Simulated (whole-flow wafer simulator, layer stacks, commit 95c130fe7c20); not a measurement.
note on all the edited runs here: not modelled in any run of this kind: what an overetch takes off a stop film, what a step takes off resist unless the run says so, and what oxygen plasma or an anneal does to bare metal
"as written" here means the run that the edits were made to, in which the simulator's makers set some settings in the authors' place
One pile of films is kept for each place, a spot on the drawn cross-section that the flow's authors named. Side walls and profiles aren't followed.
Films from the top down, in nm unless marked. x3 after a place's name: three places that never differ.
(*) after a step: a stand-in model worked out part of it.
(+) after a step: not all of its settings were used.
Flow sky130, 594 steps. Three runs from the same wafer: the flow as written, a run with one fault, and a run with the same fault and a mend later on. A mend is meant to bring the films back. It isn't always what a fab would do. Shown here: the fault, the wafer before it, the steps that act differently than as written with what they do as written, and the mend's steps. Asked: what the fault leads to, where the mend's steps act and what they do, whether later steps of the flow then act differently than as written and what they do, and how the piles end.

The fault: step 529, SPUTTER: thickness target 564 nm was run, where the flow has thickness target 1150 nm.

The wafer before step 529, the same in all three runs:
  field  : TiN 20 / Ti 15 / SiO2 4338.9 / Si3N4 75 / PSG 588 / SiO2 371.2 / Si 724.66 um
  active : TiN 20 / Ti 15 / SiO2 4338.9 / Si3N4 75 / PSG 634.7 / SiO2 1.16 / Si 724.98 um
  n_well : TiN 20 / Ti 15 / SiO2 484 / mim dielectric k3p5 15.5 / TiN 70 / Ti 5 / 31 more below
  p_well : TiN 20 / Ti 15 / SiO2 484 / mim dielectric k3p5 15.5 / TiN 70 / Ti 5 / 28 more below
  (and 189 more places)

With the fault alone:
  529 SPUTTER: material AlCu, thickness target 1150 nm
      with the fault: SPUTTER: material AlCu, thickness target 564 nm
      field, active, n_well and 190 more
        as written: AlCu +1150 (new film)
        with the fault: AlCu +564 (new film)
  Later steps of the flow that act differently than as written (2 more steps differ only slightly, by at most 2% or 0.5 nm, whichever is larger, and aren't shown):
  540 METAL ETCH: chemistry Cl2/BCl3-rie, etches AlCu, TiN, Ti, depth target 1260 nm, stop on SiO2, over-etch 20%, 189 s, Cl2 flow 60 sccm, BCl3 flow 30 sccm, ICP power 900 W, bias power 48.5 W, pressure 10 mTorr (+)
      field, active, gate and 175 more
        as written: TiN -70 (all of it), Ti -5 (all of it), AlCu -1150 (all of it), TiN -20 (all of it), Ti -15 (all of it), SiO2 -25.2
        with the fault: TiN -70 (all of it), Ti -5 (all of it), AlCu -564 (all of it), TiN -20 (all of it), Ti -15 (all of it), SiO2 -83.8
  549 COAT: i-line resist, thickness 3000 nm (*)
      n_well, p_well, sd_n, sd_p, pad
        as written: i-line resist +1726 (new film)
        with the fault: i-line resist +2249.1 (new film)
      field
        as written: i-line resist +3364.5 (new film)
        with the fault: i-line resist +3210.4 (new film)
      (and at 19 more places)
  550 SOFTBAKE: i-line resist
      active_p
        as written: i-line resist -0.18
        with the fault: i-line resist +0.62
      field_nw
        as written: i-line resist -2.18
        with the fault: i-line resist +0.8
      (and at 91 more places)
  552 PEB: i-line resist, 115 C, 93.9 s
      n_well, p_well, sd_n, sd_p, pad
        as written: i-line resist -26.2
        with the fault: i-line resist -35.2
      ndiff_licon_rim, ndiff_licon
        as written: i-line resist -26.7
        with the fault: i-line resist -35.4
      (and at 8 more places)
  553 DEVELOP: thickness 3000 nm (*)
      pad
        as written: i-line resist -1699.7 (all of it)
        with the fault: i-line resist -2213.9 (all of it)
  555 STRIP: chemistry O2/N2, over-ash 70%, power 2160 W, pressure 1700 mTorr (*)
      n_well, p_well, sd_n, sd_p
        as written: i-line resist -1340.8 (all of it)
        with the fault: i-line resist -1855 (all of it)
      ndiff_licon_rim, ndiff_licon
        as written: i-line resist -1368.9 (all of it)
        with the fault: i-line resist -1870.1 (all of it)
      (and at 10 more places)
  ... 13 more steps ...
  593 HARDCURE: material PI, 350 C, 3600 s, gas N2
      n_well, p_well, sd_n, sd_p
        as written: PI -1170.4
        with the fault: PI -1207.5
  At the end the piles differ from the flow's by more than 2% or 0.5 nm, whichever is larger, at n_well, p_well, gate_hv and 108 more.
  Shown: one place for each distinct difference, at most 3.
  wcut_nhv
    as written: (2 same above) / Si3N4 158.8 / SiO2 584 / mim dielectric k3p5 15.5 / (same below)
    with the fault: (2 same above) / Si3N4 158.8 / SiO2 525.4 / mim dielectric k3p5 15.5 / (same below)
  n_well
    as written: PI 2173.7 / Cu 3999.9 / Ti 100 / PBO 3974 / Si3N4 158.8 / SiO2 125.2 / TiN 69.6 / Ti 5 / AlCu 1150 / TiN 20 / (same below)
    with the fault: PI 2242.6 / Cu 3999.9 / Ti 100 / PBO 4395.2 / Si3N4 158.8 / SiO2 125.2 / TiN 69.6 / Ti 5 / AlCu 564 / TiN 20 / (same below)
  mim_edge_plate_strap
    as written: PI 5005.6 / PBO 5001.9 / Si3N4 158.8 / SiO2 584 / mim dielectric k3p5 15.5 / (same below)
    with the fault: PI 5005.9 / PBO 5001.1 / Si3N4 158.8 / SiO2 525.4 / mim dielectric k3p5 15.5 / (same below)

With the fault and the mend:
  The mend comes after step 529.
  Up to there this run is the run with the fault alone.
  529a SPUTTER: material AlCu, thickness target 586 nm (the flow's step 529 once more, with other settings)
      field, active, n_well and 190 more
        AlCu +586
  No later step of the flow acts differently than as written at any place that is followed.
  At the end the piles are the same as the flow's at every place that both follow.
